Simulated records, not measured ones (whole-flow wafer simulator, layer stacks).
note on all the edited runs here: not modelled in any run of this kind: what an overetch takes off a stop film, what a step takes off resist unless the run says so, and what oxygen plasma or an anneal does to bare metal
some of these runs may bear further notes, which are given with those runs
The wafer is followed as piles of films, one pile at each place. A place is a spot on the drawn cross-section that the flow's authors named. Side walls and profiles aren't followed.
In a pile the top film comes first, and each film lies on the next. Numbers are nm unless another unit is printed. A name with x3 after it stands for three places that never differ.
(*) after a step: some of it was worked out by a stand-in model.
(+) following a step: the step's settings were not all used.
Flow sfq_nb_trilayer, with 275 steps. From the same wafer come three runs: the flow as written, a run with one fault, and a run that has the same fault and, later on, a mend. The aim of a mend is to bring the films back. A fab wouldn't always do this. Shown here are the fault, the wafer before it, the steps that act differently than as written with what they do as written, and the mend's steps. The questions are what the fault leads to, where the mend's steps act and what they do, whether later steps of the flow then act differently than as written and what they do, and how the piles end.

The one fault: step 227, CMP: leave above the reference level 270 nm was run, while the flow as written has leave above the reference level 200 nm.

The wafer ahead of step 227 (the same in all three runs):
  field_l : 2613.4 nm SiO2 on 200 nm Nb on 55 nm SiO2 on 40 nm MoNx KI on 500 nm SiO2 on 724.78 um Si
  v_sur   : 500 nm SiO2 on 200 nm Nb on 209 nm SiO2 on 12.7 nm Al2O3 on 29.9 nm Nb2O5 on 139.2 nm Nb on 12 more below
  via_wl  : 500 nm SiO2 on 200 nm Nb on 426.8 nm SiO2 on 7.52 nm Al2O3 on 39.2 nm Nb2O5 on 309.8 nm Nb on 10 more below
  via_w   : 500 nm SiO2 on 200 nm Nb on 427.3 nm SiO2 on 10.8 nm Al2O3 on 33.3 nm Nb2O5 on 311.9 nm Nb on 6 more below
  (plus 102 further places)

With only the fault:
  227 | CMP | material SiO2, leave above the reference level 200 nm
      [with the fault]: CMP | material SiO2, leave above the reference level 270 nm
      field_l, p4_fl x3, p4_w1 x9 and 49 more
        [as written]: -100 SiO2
        [with the fault]: -30 SiO2
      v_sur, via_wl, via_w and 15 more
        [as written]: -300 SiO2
        [with the fault]: -230 SiO2
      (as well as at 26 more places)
  Steps further on in the flow that do not act as written (4 more steps, not shown, differ only slightly: by at most 2% or 0.5 nm, whichever is larger):
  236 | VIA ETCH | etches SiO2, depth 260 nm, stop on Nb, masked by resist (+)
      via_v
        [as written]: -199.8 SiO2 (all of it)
        [with the fault]: -260 SiO2
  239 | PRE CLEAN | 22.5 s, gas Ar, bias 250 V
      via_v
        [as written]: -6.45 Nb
        [with the fault]: -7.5 SiO2
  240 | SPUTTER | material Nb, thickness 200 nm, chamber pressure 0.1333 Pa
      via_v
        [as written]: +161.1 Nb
        [with the fault]: +146.9 Nb (new film)
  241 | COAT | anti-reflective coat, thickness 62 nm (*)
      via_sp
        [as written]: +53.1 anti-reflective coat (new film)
        [with the fault]: +50 anti-reflective coat (new film)
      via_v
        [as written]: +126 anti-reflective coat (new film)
        [with the fault]: +129.5 anti-reflective coat (new film)
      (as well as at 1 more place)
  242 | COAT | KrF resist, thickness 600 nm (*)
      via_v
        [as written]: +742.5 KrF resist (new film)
        [with the fault]: +801.5 KrF resist (new film)
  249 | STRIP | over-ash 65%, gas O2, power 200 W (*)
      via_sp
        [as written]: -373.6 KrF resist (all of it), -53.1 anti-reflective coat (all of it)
        [with the fault]: -369.5 KrF resist (all of it), -50 anti-reflective coat (all of it)
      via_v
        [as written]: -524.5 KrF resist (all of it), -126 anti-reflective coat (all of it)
        [with the fault]: -583.4 KrF resist (all of it), -129.5 anti-reflective coat (all of it)
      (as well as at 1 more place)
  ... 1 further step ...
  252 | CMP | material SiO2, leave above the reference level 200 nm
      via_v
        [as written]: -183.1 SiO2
        [with the fault]: -157.1 SiO2
  By the end, the piles at field_l, v_sur, via_wl and 103 more depart from the flow's by more than 2% or 0.5 nm, whichever is larger.
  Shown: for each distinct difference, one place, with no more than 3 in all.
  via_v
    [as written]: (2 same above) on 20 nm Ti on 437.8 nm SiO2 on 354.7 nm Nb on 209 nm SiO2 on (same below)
    [with the fault]: (2 same above) on 20 nm Ti on 513.3 nm SiO2 on 146.9 nm Nb on 2.35 nm SiO2 on 200 nm Nb on 209 nm SiO2 on (same below)
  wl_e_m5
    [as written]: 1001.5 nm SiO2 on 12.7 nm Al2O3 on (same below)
    [with the fault]: 1071.5 nm SiO2 on 12.7 nm Al2O3 on (same below)
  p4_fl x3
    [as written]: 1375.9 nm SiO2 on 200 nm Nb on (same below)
    [with the fault]: 1445.9 nm SiO2 on 200 nm Nb on (same below)

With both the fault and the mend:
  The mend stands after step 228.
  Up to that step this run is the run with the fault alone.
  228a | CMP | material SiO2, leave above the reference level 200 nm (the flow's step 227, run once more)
      field_l, v_sur, via_wl and 103 more
        -70 SiO2
  Later steps of the flow that are run all act as written at every place that is followed.
  The piles end the same as the flow's at every place that both follow.
